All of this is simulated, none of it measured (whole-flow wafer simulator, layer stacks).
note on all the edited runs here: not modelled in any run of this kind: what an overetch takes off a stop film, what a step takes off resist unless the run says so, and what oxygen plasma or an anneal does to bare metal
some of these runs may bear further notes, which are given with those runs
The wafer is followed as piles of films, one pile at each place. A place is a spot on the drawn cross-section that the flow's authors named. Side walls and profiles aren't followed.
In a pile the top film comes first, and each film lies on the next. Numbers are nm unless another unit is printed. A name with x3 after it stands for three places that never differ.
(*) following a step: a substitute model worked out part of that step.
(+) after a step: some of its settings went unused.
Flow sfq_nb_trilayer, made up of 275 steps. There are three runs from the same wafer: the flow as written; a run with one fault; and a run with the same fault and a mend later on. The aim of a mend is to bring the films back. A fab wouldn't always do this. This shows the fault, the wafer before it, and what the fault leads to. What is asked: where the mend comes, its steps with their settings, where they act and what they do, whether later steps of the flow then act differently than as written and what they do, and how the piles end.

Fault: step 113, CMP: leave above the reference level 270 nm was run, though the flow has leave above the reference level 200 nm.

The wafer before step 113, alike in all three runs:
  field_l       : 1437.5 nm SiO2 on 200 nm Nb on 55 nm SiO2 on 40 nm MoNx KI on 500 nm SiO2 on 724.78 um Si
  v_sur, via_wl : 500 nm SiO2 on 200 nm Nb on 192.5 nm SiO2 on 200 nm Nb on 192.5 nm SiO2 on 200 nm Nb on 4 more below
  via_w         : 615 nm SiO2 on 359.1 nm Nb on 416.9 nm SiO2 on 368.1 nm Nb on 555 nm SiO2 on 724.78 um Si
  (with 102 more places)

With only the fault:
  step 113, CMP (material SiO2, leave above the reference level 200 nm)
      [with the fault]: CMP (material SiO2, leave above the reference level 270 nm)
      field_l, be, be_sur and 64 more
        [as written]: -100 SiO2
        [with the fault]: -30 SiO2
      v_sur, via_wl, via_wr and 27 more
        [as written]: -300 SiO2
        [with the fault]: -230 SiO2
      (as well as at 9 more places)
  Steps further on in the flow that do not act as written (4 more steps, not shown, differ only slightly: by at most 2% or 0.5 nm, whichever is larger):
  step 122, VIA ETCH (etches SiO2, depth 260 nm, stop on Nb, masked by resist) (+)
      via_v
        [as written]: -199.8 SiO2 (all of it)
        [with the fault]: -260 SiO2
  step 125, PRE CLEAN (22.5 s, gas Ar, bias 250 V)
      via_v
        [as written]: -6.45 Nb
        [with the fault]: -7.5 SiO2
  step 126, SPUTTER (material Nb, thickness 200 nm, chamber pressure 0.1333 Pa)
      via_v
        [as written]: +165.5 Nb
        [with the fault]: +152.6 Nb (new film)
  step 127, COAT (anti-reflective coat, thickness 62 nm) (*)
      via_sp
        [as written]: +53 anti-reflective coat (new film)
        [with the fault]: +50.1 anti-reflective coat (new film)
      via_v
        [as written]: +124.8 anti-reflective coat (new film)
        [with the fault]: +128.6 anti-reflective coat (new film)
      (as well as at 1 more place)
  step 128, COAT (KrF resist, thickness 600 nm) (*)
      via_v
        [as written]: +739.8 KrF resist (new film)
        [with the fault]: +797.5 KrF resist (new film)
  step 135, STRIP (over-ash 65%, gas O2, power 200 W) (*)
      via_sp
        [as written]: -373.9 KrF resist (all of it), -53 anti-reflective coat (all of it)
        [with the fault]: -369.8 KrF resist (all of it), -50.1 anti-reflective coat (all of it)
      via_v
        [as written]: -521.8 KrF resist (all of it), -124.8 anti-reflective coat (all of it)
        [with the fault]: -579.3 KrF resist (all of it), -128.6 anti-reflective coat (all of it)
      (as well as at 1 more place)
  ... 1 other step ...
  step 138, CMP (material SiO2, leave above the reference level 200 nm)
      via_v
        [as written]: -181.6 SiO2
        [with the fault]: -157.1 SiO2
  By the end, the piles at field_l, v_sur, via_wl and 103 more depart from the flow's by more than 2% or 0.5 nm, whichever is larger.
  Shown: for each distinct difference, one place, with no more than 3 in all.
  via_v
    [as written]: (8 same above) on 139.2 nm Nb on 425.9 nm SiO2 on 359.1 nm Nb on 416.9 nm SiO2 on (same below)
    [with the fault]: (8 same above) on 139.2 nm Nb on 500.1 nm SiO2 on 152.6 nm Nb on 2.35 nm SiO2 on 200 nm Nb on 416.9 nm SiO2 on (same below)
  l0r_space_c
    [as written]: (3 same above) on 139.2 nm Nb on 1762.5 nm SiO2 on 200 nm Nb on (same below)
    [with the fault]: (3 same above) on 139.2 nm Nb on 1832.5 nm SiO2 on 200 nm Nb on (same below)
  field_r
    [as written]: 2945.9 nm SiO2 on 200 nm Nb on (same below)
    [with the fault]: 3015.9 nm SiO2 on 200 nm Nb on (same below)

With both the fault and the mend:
  The mend follows step 114.
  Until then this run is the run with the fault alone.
  step 114a, CMP (material SiO2, leave above the reference level 200 nm) (the flow's step 113, run once more)
      field_l, v_sur, via_wl and 103 more
        -70 SiO2
  Later steps of the flow that are run all act as written at every place that is followed.
  At every place that both follow, the piles at the end match the flow's.
